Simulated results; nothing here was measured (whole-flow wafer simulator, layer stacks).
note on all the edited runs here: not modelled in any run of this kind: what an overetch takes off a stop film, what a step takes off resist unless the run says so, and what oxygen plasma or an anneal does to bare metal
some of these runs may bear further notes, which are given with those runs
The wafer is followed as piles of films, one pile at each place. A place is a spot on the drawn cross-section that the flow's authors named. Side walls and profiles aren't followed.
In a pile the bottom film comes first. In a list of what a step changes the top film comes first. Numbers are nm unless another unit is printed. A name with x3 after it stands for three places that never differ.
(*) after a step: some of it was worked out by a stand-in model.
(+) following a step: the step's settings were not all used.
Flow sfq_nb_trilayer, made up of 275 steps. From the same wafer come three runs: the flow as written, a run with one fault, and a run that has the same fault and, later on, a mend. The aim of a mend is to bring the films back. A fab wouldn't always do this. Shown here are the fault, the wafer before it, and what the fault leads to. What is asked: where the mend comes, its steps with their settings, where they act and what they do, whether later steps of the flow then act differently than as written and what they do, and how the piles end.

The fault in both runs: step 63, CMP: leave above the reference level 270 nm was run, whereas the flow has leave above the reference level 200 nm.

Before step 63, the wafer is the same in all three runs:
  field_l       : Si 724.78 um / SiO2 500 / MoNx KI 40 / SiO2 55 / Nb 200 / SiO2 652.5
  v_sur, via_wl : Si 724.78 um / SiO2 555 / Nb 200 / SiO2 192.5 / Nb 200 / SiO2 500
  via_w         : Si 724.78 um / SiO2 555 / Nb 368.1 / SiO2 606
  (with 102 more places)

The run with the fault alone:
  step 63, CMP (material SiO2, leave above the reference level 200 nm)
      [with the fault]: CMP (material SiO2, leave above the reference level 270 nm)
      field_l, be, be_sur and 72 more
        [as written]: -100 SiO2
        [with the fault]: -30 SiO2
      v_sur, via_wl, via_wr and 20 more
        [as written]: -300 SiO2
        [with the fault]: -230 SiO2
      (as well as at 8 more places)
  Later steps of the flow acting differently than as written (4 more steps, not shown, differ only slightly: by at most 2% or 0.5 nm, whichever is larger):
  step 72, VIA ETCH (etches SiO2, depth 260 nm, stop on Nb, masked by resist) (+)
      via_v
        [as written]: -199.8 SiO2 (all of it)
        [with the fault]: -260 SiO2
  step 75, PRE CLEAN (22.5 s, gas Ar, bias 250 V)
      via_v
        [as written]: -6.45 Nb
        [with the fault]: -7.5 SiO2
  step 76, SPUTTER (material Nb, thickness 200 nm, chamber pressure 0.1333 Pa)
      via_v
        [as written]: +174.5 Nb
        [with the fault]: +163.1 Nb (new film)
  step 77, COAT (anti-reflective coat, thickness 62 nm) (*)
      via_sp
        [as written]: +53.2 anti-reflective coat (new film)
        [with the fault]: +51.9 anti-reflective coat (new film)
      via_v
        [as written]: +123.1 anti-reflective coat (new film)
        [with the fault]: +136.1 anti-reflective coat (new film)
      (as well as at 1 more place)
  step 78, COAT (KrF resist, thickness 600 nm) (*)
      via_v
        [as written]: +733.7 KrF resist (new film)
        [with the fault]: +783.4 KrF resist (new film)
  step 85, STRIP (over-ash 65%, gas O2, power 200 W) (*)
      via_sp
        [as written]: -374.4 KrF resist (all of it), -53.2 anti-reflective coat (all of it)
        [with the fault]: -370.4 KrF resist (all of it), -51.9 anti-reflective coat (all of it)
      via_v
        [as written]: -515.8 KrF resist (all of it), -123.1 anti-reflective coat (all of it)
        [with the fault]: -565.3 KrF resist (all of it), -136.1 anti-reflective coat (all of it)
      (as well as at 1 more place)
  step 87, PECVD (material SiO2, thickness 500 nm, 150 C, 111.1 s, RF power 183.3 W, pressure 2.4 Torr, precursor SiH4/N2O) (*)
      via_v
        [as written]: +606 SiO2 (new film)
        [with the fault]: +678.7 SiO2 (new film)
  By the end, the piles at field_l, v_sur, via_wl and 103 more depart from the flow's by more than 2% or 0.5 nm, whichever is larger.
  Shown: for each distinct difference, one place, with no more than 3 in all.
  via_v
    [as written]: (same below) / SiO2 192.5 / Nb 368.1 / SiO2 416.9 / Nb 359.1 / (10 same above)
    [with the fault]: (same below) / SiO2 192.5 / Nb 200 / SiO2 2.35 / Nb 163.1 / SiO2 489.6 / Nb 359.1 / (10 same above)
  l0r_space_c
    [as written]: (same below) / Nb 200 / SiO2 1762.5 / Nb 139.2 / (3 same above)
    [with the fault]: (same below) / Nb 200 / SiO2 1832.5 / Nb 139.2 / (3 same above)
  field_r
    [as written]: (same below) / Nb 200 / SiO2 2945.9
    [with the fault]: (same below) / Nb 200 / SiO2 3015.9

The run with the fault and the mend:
  The mend follows step 64.
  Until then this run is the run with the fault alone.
  step 64a, CMP (material SiO2, leave above the reference level 200 nm) (the flow's step 63, run once more)
      field_l, v_sur, via_wl and 103 more
        -70 SiO2
  Later steps of the flow that are run all act as written at every place that is followed.
  At every place that both follow, the piles at the end match the flow's.
